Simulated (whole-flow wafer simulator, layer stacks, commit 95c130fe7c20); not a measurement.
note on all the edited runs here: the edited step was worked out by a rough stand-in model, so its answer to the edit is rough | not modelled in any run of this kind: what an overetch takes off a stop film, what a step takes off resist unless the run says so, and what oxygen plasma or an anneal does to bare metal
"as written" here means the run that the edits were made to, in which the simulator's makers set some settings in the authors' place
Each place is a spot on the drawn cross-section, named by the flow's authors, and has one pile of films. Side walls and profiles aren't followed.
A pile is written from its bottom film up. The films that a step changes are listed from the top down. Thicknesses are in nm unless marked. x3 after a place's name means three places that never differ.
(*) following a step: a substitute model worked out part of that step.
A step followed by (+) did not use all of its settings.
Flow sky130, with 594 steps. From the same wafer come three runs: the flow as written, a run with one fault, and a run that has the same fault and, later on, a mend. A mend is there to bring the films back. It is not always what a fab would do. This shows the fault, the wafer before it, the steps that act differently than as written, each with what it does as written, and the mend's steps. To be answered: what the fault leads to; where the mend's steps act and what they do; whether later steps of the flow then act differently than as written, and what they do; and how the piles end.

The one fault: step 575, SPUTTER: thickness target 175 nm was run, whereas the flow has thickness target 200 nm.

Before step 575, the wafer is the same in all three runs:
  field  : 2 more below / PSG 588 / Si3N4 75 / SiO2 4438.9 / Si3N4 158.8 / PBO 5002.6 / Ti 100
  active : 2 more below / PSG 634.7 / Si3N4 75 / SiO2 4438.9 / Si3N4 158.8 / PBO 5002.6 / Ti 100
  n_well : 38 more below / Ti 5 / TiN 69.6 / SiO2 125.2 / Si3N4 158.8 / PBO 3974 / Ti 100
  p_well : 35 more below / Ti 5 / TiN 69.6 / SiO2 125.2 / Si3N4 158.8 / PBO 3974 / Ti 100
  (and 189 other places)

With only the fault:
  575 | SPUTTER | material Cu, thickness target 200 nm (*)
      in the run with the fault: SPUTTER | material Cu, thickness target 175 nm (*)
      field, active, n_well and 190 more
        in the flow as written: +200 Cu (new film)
        in the run with the fault: +175 Cu (new film)
  Later steps of the flow acting differently than as written (7 more steps, not shown, differ only slightly: by at most 2% or 0.5 nm, whichever is larger):
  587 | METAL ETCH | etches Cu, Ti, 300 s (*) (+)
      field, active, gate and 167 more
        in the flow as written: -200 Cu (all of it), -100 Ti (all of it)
        in the run with the fault: -175 Cu (all of it), -100 Ti (all of it)
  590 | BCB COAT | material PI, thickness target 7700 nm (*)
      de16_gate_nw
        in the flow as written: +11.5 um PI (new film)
        in the run with the fault: +11.48 um PI (new film)
  By the end, the piles at mim, sd_hvn, sd_hvn_zvt, de16_nwb_sti depart from the flow's by more than 2% or 0.5 nm, whichever is larger.
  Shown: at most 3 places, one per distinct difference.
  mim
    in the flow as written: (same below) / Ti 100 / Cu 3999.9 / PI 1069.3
    in the run with the fault: (same below) / Ti 100 / Cu 3974.9 / PI 1092.7
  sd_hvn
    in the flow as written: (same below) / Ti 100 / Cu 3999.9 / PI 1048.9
    in the run with the fault: (same below) / Ti 100 / Cu 3974.9 / PI 1073
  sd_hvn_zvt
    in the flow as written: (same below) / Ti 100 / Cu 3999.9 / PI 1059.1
    in the run with the fault: (same below) / Ti 100 / Cu 3974.9 / PI 1083.2

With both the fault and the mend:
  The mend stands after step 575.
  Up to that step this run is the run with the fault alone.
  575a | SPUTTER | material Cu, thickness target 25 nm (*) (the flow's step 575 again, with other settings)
      field, active, n_well and 190 more
        +25 Cu
  None of the later steps of the flow acts differently than as written at any place that is followed.
  The piles end the same as the flow's at every place that both follow.
